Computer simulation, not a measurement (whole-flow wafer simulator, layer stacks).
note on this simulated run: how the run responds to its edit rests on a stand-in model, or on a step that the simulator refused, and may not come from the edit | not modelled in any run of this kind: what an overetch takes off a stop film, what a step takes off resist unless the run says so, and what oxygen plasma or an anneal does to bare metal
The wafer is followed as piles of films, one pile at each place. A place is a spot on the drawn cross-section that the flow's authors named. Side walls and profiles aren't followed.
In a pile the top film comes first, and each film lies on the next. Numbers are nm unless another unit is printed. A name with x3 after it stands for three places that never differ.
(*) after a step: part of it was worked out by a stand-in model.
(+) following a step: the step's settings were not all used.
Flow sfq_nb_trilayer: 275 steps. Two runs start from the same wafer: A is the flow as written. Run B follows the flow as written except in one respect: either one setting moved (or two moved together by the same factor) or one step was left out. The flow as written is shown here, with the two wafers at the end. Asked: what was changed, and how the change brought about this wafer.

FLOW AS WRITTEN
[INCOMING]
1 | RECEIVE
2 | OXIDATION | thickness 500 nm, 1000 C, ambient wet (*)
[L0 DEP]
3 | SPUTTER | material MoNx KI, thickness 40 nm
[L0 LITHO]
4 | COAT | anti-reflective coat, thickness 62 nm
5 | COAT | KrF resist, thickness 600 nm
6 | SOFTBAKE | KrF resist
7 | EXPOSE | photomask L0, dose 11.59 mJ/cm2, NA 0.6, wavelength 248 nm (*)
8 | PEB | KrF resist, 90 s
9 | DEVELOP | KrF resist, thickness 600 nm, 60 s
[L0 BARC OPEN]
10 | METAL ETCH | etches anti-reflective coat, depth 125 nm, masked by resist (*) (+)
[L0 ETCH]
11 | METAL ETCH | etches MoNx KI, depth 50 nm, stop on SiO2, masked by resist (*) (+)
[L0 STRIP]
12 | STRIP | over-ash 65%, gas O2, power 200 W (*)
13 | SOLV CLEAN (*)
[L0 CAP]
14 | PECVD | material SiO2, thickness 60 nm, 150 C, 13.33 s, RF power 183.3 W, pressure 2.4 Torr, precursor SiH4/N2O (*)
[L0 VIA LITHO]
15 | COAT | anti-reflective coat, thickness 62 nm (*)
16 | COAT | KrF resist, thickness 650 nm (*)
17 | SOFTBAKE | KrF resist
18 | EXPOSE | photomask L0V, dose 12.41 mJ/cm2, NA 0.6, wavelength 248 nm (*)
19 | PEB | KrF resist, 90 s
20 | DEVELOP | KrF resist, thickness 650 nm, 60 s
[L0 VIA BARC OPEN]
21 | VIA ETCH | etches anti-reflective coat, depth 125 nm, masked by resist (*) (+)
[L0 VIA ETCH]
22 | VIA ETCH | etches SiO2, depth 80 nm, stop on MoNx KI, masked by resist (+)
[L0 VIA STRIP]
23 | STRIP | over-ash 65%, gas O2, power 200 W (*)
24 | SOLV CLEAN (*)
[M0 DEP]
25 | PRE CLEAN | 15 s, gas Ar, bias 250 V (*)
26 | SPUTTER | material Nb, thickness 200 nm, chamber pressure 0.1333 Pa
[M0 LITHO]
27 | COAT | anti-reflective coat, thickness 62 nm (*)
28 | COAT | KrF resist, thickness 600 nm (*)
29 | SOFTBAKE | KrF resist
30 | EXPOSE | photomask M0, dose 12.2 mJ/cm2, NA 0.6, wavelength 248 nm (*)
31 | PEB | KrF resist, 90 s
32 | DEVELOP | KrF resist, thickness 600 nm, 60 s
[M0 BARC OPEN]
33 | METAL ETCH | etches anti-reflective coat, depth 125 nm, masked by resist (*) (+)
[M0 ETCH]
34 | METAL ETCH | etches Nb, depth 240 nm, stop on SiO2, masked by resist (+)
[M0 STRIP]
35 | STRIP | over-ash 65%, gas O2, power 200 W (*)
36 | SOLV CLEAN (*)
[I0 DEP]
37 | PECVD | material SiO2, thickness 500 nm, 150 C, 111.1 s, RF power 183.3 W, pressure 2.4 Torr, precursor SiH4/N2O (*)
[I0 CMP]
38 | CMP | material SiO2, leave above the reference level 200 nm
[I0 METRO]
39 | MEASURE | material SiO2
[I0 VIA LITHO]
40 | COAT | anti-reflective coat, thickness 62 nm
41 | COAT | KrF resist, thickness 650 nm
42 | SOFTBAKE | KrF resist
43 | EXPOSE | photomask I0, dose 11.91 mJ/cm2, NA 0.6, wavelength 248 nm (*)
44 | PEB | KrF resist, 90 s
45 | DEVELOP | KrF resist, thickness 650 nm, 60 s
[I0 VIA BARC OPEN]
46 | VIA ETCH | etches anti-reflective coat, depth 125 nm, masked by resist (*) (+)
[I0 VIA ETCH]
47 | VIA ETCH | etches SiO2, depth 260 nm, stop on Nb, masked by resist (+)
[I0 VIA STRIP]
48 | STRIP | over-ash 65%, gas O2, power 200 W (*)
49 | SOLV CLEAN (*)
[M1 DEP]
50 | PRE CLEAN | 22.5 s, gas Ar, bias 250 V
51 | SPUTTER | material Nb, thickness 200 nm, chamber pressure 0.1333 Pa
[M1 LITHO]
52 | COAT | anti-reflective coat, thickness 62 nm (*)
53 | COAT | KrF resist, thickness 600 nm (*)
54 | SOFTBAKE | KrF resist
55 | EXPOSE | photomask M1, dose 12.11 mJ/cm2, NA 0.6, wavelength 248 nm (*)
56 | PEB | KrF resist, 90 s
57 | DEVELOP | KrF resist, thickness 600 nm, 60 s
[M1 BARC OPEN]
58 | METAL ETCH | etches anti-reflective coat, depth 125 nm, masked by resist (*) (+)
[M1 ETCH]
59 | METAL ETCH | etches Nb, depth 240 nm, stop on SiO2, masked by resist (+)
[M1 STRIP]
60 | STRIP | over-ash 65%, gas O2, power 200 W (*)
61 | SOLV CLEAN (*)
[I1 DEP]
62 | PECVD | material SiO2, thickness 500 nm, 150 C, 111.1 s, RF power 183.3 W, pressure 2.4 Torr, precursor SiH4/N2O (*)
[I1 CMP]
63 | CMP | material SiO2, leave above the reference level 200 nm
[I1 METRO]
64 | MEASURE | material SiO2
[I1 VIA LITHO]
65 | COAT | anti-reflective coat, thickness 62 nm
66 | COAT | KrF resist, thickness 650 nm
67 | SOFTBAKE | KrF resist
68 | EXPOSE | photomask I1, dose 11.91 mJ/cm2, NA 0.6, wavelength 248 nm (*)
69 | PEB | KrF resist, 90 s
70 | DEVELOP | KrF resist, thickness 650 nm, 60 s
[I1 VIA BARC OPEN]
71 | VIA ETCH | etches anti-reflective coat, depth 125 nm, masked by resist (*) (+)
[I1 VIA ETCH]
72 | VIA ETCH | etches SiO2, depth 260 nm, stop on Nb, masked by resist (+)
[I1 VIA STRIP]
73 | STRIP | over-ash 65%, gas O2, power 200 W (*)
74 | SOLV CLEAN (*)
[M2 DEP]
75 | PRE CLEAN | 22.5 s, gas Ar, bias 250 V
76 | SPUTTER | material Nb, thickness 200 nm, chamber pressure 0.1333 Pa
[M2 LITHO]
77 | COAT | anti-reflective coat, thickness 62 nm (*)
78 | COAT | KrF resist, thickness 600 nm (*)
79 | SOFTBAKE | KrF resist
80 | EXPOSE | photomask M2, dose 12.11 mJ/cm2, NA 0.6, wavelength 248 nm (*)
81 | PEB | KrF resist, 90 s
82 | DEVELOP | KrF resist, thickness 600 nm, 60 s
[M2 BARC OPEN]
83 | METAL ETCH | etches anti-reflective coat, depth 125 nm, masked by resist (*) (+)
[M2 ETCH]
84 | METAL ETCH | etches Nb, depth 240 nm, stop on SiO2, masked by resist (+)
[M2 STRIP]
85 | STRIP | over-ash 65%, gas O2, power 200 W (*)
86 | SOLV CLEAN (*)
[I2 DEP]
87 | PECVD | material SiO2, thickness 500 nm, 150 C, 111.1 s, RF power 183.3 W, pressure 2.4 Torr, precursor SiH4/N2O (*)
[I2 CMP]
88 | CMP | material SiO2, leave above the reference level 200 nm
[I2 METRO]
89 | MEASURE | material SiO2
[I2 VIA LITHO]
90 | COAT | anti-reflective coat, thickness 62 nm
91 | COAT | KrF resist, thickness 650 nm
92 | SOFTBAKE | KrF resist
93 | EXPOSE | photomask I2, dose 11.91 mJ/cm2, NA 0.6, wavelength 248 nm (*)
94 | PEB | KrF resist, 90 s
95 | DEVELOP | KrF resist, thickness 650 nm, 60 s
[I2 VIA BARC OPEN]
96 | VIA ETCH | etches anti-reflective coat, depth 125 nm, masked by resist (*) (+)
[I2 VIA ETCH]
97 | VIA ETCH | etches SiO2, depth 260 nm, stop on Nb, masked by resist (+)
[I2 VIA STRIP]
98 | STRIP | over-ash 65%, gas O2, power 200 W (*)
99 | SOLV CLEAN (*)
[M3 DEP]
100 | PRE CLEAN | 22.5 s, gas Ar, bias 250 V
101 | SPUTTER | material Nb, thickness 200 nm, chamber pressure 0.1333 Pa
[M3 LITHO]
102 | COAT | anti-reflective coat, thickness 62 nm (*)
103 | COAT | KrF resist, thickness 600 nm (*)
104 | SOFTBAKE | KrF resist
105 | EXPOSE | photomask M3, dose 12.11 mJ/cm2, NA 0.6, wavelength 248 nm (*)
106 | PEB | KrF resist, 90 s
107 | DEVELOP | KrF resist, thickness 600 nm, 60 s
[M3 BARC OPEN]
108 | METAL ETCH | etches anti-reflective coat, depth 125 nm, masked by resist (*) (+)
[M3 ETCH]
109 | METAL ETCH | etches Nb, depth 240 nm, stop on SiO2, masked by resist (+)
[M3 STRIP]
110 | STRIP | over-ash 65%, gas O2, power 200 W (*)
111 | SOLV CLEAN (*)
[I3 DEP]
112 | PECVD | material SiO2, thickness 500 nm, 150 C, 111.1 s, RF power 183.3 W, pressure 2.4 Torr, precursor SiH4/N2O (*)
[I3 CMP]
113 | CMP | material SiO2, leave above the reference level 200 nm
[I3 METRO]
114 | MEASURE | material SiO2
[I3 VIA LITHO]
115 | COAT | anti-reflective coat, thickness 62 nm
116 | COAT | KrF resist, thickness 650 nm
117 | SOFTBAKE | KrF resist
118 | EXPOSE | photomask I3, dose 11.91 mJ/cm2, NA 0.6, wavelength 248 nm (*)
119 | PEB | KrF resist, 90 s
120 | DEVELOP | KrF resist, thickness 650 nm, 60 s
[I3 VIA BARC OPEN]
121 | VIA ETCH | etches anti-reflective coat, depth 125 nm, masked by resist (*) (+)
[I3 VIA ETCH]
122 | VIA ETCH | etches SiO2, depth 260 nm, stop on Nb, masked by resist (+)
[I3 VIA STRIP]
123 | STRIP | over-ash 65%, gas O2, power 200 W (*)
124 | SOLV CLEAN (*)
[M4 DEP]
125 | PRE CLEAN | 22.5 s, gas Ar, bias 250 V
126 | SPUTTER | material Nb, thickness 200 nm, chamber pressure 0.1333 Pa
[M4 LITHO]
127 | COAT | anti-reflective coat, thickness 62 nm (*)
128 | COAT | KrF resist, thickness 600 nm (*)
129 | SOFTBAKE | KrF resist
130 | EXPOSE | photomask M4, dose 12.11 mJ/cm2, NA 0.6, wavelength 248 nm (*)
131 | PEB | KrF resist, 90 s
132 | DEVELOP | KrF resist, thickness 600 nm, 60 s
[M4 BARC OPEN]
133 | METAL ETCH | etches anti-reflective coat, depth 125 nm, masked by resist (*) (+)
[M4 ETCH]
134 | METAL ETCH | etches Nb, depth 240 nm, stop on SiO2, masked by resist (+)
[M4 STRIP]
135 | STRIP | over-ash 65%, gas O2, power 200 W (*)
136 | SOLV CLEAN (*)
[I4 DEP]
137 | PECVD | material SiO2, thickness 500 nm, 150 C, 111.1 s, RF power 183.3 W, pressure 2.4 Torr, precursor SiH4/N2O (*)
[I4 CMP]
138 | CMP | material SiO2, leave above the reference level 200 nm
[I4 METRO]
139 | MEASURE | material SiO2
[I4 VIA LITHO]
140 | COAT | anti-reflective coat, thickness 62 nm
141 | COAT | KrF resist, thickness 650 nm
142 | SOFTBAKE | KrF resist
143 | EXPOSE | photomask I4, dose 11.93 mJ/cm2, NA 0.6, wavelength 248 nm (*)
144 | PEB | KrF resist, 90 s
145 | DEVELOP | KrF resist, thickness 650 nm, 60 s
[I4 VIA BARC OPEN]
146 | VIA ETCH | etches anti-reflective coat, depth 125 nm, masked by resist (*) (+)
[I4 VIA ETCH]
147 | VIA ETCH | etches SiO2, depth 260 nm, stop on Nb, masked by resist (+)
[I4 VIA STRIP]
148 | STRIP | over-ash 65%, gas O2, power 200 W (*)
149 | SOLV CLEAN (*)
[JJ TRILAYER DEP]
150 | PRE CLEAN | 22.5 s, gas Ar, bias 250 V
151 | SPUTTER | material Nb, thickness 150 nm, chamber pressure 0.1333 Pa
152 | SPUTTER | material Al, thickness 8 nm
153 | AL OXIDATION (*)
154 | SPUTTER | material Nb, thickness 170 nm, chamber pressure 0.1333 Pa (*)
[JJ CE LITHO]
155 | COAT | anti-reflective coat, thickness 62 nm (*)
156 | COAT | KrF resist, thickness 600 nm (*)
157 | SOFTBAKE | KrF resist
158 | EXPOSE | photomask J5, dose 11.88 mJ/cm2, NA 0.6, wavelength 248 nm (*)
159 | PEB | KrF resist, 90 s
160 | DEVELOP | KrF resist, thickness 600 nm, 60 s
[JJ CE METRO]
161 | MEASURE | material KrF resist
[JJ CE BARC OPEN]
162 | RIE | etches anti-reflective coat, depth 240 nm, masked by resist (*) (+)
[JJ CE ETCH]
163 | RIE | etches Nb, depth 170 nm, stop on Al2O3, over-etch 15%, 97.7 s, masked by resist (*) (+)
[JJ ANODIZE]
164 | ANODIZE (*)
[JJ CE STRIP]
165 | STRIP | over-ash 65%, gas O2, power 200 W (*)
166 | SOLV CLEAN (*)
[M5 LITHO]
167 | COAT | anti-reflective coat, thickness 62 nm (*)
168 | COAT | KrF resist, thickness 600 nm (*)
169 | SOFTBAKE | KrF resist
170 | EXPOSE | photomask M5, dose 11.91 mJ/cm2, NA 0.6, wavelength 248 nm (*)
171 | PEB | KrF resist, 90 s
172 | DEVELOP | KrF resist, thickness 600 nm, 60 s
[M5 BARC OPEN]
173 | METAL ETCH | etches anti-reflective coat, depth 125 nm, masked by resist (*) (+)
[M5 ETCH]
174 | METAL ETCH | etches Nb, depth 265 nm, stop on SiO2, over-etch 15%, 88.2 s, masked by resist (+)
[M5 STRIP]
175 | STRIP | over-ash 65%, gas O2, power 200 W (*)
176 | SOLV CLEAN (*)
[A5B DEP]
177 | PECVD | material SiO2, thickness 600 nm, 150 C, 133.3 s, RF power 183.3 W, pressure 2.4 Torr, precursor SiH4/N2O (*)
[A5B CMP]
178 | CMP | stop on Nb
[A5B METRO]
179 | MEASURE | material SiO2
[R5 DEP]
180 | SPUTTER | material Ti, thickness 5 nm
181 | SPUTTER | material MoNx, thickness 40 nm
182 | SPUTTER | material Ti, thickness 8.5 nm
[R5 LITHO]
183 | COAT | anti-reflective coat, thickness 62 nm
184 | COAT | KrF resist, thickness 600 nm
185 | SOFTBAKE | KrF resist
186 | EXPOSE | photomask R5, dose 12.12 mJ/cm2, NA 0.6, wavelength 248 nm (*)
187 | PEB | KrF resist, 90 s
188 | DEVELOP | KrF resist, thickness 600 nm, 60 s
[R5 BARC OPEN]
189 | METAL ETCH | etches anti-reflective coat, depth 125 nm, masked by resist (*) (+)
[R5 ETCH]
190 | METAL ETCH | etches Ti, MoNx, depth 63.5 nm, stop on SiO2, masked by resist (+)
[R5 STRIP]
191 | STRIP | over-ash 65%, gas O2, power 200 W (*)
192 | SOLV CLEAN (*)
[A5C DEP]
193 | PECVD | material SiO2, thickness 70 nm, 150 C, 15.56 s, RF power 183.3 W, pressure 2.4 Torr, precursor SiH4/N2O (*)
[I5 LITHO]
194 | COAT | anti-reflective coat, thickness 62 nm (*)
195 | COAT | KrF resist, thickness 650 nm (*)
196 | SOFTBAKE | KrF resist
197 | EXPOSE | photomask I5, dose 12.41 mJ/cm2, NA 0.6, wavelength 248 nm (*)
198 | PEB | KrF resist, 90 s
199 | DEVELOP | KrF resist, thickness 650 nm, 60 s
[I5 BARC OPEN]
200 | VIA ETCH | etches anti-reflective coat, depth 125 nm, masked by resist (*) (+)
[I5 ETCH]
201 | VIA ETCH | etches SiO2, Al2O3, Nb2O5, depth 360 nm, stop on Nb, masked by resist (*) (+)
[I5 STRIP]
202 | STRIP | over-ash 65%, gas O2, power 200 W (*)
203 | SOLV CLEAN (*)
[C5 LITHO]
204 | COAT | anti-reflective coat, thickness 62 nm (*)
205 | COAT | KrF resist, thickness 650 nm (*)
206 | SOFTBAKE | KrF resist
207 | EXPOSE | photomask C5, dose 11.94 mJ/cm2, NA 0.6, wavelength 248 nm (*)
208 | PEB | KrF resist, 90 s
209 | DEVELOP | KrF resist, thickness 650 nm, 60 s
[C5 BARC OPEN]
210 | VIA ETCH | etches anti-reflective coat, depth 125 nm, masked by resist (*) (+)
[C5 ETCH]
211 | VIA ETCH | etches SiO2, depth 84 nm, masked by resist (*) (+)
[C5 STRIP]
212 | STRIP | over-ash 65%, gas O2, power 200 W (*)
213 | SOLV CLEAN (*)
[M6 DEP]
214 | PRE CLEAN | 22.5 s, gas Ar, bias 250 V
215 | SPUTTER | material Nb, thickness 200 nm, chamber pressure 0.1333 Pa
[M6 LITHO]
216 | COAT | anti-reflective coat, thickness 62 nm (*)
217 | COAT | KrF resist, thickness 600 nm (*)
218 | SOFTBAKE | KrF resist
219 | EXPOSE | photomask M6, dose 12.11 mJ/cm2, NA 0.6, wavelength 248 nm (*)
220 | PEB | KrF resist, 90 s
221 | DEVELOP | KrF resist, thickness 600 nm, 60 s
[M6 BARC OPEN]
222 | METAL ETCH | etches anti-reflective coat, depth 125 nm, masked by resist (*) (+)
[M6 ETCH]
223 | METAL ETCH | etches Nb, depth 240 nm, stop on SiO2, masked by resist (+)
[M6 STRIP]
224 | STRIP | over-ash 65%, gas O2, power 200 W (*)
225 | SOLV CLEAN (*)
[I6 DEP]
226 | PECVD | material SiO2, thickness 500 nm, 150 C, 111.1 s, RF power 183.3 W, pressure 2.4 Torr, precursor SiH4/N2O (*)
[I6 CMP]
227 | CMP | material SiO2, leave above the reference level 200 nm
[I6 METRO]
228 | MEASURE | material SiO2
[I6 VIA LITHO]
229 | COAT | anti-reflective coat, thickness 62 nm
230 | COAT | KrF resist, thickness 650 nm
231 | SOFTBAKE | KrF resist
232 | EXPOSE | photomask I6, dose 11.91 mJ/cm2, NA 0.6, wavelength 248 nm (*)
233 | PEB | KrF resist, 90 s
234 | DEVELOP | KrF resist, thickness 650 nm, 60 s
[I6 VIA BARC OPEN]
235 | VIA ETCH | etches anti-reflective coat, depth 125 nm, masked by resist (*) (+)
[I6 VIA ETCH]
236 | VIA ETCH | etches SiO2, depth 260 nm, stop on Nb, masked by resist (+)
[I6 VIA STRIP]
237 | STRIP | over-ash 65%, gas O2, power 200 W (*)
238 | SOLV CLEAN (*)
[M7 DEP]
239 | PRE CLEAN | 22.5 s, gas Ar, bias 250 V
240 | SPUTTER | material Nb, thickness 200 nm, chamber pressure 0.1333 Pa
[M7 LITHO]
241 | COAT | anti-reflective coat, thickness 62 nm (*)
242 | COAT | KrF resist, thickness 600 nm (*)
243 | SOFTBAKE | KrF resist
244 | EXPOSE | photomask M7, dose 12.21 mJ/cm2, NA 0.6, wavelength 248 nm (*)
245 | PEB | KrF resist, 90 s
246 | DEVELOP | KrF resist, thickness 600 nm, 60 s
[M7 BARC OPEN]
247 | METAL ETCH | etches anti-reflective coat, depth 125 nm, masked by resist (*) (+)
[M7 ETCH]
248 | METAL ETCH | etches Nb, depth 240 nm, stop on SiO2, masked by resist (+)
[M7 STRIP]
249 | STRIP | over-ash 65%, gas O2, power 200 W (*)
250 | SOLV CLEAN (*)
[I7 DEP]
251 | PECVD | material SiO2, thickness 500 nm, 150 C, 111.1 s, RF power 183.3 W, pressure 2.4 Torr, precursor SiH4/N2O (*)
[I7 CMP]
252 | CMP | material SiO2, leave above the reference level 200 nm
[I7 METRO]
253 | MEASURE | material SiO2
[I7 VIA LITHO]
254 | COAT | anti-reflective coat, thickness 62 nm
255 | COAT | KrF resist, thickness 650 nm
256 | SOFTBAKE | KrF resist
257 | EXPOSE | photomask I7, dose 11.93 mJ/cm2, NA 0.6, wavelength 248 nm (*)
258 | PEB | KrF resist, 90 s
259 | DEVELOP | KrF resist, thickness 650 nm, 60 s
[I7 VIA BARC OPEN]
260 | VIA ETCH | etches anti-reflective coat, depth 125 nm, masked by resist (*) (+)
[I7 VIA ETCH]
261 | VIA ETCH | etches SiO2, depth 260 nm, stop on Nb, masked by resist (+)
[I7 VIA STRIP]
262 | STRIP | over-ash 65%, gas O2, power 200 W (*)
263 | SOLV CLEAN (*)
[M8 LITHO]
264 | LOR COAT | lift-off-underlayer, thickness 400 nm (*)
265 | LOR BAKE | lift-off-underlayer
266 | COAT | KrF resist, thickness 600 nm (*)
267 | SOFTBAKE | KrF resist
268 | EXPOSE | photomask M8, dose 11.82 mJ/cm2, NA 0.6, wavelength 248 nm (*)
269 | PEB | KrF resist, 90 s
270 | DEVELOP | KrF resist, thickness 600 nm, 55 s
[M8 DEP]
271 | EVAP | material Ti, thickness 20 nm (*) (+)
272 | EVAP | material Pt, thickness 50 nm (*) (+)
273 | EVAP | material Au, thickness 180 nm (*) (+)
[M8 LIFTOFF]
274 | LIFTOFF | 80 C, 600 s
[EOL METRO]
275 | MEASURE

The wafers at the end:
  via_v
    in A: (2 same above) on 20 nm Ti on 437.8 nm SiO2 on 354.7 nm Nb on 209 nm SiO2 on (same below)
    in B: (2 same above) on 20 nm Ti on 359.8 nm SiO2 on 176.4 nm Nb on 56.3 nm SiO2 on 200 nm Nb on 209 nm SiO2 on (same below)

The reason: step 236, VIA ETCH: depth 136 nm was run, though the flow has depth 260 nm.

The path from the change to this, step by step:
  236 | VIA ETCH | etches SiO2, depth 260 nm, stop on Nb, masked by resist (+)
      via_v: A SiO2 loses 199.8 (all of it) | B SiO2 loses 136
      field_l, v_sur, via_wl and 102 more: A KrF resist loses 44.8 | B KrF resist loses 23.4
  237 | STRIP | over-ash 65%, gas O2, power 200 W (*)
      field_l, v_sur, via_wl and 102 more: A KrF resist loses 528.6 (all of it), anti-reflective coat loses 62 (all of it) | B KrF resist loses 550 (all of it), anti-reflective coat loses 62 (all of it)
  239 | PRE CLEAN | 22.5 s, gas Ar, bias 250 V
      via_v: A Nb loses 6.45 | B SiO2 loses 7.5
  240 | SPUTTER | material Nb, thickness 200 nm, chamber pressure 0.1333 Pa
      via_v: A Nb gains 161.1 | B Nb gains 176.4 (new film)
  241 | COAT | anti-reflective coat, thickness 62 nm (*)
      via_sp: A anti-reflective coat gains 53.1 (new film) | B anti-reflective coat gains 54.2 (new film)
      via_v: A anti-reflective coat gains 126 (new film) | B anti-reflective coat gains 111 (new film)
      (also at 1 further place)
  242 | COAT | KrF resist, thickness 600 nm (*)
      via_v: A KrF resist gains 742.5 (new film) | B KrF resist gains 689.8 (new film)
  249 | STRIP | over-ash 65%, gas O2, power 200 W (*)
      via_sp: A KrF resist loses 373.6 (all of it), anti-reflective coat loses 53.1 (all of it) | B KrF resist loses 378 (all of it), anti-reflective coat loses 54.2 (all of it)
      via_v: A KrF resist loses 524.5 (all of it), anti-reflective coat loses 126 (all of it) | B KrF resist loses 472 (all of it), anti-reflective coat loses 111 (all of it)
      (also at 1 further place)
  251 | PECVD | material SiO2, thickness 500 nm, 150 C, 111.1 s, RF power 183.3 W, pressure 2.4 Torr, precursor SiH4/N2O (*)
      via_v: A SiO2 gains 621 (new film) | B SiO2 gains 516.8 (new film)
  252 | CMP | material SiO2, leave above the reference level 200 nm
      via_v: A SiO2 loses 183.1 | B SiO2 loses 157.1
If metal films that touch count as one body, via_v has 7 bodies (between them, from the top down: SiO2 359.8; SiO2 56.3; SiO2 209 / Al2O3 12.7 / Nb2O5 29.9; SiO2 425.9; SiO2 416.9; SiO2 192.5); the flow as written gives 6 bodies (between them, from the top down: SiO2 437.8; SiO2 209 / Al2O3 12.7 / Nb2O5 29.9; SiO2 425.9; SiO2 416.9; SiO2 192.5).
